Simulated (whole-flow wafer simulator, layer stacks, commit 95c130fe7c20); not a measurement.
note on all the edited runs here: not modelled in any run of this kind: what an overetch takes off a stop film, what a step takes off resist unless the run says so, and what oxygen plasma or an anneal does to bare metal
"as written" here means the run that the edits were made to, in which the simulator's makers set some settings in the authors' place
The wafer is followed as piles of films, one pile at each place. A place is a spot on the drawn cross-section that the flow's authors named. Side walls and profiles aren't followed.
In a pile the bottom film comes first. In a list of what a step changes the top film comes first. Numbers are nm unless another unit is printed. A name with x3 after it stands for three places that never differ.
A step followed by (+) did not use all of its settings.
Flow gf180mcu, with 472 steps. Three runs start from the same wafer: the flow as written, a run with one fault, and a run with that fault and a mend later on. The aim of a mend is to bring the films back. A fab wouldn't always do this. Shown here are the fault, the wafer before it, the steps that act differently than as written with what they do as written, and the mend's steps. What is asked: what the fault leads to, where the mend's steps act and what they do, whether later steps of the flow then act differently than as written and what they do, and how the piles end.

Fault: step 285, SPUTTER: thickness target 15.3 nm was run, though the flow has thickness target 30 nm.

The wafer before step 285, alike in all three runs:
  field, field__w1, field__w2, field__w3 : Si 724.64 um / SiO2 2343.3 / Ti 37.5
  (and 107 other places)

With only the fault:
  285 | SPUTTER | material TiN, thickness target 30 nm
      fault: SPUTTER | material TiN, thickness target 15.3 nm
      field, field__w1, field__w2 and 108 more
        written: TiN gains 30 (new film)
        fault: TiN gains 15.3 (new film)
  Steps further on in the flow that do not act as written:
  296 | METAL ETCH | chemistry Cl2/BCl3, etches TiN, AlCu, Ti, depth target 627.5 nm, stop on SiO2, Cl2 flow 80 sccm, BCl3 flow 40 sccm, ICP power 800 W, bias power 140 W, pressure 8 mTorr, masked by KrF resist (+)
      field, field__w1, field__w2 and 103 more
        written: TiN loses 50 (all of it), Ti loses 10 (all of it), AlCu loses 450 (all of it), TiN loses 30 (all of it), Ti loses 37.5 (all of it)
        fault: TiN loses 50 (all of it), Ti loses 10 (all of it), AlCu loses 450 (all of it), TiN loses 15.3 (all of it), Ti loses 37.5 (all of it)
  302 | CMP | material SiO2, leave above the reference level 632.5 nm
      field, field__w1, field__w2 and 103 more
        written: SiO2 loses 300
        fault: SiO2 loses 314.7
  By the end, the piles at field__w8, contact, m1, m1__w1, m1_nw depart from the flow's by more than 2% or 0.5 nm, whichever is larger.
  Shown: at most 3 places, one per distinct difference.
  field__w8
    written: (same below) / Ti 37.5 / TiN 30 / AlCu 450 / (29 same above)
    fault: (same below) / Ti 37.5 / TiN 15.3 / AlCu 450 / (29 same above)
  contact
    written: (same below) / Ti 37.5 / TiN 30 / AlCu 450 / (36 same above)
    fault: (same below) / Ti 37.5 / TiN 15.3 / AlCu 450 / (36 same above)

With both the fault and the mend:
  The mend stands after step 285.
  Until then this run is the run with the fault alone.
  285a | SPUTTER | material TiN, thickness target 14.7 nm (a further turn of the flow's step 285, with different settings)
      field, field__w1, field__w2 and 108 more
        TiN gains 14.7
  Every later step of the flow that is run acts as written at every place that is followed.
  At every place that both follow, the piles at the end match the flow's.
